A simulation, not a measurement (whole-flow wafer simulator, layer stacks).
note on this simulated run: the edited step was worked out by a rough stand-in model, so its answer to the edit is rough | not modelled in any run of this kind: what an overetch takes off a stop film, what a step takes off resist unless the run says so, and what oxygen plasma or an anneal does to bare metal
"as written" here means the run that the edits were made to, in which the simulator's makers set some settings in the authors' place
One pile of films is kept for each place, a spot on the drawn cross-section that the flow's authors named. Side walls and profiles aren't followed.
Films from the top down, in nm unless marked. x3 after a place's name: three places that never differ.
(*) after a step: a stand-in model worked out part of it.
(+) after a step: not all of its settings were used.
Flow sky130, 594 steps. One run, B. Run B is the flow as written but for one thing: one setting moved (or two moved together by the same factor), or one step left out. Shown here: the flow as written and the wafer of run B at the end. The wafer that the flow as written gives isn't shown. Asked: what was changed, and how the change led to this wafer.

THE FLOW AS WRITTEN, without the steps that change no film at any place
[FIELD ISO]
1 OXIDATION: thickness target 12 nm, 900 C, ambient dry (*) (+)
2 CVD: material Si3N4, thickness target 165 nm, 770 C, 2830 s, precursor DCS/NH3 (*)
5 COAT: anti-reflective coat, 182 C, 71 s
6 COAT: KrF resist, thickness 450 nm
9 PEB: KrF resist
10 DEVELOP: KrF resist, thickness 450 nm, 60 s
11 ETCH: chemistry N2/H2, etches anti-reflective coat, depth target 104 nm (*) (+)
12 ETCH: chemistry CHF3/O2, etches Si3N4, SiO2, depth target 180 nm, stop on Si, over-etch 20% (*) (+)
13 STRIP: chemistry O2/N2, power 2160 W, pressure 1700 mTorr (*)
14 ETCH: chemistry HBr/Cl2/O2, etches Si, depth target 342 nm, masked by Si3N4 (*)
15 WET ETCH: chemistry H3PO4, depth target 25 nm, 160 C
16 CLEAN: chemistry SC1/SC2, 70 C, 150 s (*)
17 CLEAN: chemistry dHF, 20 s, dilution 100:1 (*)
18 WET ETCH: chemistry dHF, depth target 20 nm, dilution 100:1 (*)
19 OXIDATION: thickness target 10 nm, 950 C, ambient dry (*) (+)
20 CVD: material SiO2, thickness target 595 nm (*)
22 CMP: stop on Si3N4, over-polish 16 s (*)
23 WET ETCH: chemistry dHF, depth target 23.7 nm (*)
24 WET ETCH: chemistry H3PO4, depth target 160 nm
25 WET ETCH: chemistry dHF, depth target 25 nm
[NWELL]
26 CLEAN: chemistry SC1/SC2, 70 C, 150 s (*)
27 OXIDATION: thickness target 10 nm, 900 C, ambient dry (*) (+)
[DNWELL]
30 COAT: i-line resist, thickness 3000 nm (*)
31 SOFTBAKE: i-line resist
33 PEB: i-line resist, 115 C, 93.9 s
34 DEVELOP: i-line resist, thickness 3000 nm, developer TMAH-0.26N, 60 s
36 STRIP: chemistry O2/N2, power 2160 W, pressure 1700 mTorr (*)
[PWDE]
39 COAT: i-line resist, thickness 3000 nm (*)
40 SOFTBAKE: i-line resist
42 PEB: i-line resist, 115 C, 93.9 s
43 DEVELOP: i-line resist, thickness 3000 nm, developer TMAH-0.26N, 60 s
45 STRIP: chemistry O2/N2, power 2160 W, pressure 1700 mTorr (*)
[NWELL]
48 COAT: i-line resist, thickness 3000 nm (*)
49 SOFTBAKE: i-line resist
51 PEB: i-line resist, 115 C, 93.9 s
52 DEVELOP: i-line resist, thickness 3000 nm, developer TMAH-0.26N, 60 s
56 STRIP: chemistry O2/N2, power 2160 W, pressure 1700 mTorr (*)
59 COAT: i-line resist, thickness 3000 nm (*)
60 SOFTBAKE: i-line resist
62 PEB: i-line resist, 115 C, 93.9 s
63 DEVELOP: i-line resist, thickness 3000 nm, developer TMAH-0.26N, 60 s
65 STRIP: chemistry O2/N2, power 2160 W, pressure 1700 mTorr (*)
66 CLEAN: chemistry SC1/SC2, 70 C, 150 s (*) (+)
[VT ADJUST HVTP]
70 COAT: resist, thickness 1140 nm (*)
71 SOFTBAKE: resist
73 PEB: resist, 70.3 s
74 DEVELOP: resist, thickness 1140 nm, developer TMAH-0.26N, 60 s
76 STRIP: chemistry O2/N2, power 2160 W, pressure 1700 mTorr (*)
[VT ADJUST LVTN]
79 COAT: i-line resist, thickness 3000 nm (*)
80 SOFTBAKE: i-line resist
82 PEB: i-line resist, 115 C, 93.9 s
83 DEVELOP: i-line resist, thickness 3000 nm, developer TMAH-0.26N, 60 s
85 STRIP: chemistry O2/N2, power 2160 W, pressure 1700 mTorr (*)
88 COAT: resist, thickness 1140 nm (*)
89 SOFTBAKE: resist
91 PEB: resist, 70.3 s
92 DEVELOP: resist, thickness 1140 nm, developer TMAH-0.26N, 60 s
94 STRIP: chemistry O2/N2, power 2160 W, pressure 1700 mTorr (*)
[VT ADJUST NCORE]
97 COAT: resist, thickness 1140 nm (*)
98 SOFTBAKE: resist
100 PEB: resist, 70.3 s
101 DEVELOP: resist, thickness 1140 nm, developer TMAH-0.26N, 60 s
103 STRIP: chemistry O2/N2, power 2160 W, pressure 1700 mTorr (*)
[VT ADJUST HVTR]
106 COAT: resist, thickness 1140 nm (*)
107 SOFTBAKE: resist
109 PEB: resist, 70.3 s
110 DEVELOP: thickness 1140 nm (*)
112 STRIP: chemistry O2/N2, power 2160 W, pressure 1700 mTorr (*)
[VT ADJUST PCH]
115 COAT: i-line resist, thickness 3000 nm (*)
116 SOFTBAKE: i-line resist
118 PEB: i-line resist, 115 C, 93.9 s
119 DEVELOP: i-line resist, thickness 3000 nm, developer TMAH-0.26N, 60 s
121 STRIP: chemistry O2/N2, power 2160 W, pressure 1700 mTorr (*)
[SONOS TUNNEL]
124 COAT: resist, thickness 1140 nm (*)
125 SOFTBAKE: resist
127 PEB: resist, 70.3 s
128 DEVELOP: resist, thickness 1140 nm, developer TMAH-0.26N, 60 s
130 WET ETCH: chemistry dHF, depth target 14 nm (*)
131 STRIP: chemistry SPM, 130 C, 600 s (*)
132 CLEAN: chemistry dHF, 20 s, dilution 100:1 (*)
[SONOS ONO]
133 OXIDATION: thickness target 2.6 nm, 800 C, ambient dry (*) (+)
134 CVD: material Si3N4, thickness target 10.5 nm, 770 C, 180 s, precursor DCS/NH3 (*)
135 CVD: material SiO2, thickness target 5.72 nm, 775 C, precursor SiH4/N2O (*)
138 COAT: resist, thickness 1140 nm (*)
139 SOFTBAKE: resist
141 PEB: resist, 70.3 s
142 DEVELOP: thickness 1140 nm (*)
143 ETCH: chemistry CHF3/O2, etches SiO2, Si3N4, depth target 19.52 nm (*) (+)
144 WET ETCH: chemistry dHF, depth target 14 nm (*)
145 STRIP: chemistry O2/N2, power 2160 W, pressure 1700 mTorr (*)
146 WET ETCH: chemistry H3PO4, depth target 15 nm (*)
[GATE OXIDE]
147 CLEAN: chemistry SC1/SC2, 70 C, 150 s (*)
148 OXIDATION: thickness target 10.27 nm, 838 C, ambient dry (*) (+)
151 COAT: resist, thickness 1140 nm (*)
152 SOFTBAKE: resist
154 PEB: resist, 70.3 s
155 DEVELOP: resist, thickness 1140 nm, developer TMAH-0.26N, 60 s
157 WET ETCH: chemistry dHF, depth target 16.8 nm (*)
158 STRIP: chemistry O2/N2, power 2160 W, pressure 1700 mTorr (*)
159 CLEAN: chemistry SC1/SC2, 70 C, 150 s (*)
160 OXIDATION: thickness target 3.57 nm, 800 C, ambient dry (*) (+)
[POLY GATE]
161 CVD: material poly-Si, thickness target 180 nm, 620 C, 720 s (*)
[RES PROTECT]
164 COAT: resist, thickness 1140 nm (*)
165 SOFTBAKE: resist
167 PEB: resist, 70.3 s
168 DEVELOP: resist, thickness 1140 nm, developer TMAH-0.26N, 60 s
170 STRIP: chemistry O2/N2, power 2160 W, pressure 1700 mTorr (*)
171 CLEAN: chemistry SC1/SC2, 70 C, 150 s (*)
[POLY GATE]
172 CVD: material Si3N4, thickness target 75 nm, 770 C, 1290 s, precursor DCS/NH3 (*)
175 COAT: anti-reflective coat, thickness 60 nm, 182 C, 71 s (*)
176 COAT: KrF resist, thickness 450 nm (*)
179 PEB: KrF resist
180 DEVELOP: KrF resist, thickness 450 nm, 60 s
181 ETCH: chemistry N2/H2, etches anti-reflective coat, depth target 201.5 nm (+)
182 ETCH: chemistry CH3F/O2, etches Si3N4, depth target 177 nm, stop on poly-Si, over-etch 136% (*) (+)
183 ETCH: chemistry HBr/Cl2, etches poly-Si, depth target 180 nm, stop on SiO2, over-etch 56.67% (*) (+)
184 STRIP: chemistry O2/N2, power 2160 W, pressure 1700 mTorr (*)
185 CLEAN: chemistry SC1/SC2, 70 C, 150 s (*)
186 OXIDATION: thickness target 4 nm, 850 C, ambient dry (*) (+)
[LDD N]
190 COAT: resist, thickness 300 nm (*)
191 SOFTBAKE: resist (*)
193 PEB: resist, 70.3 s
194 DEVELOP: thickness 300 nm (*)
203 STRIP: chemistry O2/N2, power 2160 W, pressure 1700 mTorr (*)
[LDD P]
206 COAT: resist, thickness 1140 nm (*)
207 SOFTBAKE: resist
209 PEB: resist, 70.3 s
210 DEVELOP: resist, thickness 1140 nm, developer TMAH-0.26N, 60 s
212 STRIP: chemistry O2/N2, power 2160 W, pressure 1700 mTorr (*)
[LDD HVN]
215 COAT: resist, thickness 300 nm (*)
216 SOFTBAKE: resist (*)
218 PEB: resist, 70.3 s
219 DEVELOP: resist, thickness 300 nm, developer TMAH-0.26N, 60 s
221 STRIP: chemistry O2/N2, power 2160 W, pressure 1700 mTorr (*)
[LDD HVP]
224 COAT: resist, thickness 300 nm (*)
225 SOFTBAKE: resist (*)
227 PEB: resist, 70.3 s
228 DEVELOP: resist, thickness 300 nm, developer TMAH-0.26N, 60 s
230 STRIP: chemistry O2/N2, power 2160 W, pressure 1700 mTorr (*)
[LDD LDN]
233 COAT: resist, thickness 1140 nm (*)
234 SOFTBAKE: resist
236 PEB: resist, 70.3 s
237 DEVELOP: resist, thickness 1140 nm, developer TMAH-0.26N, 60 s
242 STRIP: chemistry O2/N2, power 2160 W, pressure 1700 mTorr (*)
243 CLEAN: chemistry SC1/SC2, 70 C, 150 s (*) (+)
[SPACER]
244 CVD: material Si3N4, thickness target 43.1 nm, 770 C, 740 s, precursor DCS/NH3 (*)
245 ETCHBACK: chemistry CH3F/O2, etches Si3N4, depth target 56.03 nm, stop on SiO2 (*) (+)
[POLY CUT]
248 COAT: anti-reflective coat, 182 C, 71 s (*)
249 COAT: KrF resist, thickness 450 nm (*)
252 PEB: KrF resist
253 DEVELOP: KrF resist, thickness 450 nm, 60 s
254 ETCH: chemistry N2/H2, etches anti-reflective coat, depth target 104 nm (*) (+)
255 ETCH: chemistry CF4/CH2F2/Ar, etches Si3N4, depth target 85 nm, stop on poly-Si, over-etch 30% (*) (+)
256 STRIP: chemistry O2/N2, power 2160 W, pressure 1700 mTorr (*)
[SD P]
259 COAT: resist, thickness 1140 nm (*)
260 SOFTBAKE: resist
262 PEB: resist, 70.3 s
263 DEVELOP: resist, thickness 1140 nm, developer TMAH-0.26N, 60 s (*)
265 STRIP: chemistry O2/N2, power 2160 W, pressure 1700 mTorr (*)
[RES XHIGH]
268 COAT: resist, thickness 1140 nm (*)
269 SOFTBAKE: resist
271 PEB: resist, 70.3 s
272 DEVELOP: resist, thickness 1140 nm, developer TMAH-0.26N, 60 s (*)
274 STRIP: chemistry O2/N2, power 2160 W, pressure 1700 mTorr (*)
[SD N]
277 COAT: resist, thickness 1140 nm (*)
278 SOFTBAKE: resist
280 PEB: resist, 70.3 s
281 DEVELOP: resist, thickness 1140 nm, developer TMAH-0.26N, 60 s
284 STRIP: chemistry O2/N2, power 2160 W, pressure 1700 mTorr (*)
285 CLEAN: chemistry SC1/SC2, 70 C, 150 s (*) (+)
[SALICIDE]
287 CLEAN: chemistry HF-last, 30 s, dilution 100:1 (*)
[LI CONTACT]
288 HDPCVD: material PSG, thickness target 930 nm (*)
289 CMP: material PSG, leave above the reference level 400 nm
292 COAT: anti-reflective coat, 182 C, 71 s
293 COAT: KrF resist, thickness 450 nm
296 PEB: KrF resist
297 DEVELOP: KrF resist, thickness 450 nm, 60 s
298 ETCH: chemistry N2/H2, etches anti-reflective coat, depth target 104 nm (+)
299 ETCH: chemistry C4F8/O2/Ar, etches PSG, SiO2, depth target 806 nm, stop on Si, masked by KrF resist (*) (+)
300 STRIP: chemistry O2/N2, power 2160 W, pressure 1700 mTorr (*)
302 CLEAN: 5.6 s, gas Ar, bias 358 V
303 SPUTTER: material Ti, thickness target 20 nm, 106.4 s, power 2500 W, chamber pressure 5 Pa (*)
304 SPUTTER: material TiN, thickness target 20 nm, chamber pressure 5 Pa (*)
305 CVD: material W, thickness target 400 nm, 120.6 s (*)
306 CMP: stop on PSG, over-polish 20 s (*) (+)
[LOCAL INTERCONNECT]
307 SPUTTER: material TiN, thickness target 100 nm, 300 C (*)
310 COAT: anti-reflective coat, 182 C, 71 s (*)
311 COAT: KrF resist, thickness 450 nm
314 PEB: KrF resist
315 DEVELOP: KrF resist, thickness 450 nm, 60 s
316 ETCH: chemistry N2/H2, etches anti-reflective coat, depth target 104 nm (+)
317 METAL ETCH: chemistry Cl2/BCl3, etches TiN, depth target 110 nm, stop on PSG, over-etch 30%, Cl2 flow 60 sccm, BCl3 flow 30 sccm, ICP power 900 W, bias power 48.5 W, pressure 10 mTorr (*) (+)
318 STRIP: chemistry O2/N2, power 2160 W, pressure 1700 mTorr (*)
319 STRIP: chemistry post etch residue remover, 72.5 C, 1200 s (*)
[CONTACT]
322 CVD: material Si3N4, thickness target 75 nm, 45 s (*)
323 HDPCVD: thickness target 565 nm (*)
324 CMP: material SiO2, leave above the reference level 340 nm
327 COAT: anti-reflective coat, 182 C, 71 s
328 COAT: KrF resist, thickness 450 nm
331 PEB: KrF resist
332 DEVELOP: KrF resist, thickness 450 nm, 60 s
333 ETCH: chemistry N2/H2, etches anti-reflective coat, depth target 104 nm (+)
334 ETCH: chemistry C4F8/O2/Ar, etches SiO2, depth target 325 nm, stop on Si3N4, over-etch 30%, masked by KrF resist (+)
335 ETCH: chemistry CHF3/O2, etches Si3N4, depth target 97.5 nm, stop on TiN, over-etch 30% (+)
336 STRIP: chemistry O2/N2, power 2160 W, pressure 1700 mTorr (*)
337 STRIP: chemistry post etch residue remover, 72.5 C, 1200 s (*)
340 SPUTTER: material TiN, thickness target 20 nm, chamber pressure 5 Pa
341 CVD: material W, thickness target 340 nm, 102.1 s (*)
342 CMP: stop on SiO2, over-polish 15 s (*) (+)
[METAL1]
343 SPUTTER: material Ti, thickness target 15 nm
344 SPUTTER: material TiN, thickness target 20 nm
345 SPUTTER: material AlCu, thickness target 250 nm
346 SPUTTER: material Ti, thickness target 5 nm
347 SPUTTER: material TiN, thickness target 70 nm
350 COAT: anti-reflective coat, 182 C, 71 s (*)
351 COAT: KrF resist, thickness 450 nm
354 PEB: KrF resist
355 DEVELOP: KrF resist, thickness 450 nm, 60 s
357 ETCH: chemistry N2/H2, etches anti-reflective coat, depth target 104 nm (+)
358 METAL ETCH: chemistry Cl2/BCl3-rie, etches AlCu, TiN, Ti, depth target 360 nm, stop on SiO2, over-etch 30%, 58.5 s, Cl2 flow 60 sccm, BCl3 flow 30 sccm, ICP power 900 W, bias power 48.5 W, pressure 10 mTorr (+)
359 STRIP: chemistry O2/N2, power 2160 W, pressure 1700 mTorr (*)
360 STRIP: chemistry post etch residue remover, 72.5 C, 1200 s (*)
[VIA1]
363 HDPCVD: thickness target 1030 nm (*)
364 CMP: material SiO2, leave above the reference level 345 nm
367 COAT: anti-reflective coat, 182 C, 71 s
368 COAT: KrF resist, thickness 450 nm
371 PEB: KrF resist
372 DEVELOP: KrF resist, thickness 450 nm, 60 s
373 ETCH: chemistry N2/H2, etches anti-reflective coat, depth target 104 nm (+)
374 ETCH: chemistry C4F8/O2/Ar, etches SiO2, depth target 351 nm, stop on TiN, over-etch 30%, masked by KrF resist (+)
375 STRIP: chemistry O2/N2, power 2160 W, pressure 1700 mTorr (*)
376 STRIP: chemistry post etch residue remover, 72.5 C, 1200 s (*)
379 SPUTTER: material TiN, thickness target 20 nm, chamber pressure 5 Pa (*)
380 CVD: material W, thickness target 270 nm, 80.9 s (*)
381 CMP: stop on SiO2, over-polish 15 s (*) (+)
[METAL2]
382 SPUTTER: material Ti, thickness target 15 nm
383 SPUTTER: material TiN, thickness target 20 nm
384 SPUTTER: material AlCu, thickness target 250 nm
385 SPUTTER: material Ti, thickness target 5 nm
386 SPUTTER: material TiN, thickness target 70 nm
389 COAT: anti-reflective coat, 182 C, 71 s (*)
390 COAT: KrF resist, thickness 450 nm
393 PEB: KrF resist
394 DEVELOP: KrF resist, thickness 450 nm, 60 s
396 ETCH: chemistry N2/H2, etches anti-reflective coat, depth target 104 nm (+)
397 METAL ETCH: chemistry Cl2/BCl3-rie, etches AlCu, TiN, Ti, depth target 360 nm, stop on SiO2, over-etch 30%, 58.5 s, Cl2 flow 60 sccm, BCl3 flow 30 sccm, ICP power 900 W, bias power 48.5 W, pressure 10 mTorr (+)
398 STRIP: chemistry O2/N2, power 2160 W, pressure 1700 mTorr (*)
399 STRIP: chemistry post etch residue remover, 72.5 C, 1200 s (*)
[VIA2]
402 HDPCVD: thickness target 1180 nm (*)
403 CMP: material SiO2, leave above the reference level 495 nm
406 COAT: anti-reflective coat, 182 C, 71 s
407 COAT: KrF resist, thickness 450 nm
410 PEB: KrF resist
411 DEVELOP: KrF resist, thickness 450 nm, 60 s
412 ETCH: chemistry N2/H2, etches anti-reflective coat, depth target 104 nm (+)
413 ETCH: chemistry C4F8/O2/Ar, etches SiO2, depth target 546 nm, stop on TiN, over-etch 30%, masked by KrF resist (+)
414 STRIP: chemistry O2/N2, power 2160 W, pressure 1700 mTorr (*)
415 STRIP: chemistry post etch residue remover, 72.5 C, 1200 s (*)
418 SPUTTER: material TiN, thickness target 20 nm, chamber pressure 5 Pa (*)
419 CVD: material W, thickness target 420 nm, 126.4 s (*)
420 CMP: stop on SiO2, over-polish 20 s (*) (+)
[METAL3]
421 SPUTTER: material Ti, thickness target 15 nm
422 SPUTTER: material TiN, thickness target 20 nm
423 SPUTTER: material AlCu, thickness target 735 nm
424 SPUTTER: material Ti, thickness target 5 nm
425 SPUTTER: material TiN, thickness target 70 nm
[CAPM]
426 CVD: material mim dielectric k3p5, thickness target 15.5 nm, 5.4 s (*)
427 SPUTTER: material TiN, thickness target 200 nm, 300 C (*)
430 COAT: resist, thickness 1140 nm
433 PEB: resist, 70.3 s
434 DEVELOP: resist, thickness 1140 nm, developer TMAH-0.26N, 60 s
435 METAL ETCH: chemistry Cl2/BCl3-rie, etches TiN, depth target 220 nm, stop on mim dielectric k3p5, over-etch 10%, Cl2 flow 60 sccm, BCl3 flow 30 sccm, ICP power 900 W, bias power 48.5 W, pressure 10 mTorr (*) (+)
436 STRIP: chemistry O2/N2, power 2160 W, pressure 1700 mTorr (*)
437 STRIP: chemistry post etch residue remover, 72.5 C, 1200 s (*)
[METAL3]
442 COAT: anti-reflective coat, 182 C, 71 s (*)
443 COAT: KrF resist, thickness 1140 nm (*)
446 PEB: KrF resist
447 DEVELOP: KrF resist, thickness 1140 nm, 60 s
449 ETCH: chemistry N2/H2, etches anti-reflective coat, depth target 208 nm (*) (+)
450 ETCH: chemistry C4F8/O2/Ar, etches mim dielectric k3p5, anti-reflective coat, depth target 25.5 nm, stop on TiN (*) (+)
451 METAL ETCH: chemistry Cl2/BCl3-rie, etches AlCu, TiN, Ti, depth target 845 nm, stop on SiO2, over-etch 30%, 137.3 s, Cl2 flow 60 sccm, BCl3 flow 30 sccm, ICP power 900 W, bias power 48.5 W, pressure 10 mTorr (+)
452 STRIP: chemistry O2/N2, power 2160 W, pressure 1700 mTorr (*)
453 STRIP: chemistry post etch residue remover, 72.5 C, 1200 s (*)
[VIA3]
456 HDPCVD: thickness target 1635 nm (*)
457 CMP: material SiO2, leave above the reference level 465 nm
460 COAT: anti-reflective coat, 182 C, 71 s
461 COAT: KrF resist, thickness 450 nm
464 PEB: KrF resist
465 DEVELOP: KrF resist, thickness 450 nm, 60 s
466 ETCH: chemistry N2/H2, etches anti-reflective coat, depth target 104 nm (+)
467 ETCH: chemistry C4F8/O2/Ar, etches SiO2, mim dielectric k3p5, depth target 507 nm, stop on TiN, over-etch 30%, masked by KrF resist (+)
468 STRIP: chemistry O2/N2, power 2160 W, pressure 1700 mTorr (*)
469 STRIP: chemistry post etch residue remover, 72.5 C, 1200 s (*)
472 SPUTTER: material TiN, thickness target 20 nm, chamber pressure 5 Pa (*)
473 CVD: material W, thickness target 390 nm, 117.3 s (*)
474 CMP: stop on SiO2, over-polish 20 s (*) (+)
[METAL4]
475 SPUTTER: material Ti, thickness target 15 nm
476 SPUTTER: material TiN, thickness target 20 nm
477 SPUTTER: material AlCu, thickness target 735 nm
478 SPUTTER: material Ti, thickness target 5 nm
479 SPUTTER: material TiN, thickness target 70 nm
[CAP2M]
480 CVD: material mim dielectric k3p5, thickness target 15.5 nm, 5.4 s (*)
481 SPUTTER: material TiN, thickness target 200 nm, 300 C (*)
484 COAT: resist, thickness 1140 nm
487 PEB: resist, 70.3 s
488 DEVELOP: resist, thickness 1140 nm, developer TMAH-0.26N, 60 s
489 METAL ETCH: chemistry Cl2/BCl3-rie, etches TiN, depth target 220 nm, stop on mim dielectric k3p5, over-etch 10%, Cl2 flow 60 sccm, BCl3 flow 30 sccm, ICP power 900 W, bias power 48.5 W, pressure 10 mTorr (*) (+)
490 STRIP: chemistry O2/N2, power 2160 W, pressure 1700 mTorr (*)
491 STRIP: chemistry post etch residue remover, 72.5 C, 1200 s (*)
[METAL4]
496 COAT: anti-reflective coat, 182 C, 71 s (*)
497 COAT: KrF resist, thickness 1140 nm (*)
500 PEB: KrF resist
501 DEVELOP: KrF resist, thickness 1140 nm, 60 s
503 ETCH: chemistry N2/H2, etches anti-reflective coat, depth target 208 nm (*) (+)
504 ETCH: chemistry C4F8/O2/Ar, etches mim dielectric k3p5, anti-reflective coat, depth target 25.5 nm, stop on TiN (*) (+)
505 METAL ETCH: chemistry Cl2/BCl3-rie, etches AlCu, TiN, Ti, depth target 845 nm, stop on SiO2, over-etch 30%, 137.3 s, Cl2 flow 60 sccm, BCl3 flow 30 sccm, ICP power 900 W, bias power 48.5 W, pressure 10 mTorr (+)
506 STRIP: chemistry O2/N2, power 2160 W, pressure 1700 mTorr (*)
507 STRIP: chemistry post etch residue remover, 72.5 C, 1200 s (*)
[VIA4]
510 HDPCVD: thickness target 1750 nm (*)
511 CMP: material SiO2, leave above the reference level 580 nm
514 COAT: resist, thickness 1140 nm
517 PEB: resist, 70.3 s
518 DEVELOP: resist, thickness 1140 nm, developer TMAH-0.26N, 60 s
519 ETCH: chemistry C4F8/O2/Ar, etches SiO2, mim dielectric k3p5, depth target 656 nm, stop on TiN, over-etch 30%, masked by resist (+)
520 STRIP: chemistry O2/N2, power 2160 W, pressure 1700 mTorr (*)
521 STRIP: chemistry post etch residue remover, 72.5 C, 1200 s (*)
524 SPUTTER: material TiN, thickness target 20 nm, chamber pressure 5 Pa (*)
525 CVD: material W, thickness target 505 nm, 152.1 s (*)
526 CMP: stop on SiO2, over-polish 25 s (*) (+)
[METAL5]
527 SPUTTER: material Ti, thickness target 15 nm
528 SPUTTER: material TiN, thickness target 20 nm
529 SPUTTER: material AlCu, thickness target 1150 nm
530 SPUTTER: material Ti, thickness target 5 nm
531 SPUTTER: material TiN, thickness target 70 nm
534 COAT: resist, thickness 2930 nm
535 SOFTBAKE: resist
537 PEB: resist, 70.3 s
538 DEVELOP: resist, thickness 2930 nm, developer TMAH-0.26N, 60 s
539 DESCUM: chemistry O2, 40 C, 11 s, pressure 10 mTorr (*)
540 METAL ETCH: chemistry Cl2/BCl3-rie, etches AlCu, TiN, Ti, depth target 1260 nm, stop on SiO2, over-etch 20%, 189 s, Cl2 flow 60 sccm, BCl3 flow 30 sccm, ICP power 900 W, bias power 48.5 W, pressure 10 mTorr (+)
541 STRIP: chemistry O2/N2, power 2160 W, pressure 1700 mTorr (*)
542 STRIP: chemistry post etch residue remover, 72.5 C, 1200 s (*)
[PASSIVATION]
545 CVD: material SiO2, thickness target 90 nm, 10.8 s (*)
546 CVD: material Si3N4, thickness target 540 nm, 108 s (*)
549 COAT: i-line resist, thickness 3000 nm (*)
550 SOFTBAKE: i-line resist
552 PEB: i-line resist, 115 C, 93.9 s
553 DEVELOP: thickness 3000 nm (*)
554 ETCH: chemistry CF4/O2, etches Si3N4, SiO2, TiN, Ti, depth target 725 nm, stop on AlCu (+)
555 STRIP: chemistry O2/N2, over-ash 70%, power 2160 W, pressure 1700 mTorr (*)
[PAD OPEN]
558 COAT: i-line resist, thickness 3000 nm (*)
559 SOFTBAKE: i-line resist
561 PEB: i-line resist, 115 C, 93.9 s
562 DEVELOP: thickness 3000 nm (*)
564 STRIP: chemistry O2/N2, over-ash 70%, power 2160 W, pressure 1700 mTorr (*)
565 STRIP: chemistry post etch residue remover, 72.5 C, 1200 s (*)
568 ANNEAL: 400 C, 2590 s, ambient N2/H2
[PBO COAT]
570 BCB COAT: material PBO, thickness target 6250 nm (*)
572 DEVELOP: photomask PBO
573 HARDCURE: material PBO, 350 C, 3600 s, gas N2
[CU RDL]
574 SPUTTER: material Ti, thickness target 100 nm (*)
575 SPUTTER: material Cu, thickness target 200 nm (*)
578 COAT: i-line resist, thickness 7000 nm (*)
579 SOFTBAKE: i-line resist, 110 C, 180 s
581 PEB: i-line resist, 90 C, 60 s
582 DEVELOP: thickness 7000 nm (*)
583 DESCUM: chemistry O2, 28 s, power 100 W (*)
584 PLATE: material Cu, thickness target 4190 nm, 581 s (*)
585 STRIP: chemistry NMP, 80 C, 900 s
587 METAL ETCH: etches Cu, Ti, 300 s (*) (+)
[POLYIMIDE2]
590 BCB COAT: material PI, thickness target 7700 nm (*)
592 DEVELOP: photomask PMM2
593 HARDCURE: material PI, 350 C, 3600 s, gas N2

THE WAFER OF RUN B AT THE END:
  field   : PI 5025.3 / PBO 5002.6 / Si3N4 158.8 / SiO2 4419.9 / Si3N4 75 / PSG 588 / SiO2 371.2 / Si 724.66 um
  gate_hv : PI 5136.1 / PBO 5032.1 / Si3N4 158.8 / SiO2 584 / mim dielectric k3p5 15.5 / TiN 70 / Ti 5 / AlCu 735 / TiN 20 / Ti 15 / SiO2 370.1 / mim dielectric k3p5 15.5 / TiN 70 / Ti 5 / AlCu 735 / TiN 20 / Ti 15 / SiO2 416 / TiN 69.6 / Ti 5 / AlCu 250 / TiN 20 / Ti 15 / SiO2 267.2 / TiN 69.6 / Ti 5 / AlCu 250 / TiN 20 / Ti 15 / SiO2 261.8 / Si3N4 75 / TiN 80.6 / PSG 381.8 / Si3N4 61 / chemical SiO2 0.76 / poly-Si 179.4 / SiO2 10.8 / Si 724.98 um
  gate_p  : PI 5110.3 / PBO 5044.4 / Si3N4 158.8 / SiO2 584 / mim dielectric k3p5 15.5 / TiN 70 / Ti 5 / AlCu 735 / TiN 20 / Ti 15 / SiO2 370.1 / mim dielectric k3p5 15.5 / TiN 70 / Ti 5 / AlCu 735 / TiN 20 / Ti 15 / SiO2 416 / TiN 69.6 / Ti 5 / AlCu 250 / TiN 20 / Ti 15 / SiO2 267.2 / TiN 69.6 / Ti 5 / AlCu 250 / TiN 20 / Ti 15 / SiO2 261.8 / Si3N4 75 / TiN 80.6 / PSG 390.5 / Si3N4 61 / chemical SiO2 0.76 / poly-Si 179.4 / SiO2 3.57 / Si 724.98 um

The cause: step 307, SPUTTER: thickness target 81 nm was run, where the flow has thickness target 100 nm.

How the change led to this, step by step:
  307 SPUTTER: material TiN, thickness target 100 nm, 300 C (*)
      field, active, n_well and 188 more: TiN +81 (new film) (as written it would be: TiN +100 (new film))
  317 METAL ETCH: chemistry Cl2/BCl3, etches TiN, depth target 110 nm, stop on PSG, over-etch 30%, Cl2 flow 60 sccm, BCl3 flow 30 sccm, ICP power 900 W, bias power 48.5 W, pressure 10 mTorr (*) (+)
      n_well, p_well, gate_hv and 97 more: KrF resist -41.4 (as written it would be: KrF resist -44)
      field, active, gate and 88 more: TiN -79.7 (all of it) (as written it would be: TiN -98.7 (all of it))
  324 CMP: material SiO2, leave above the reference level 340 nm
      field, active, gate and 88 more: SiO2 -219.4 (as written it would be: SiO2 -200.4)
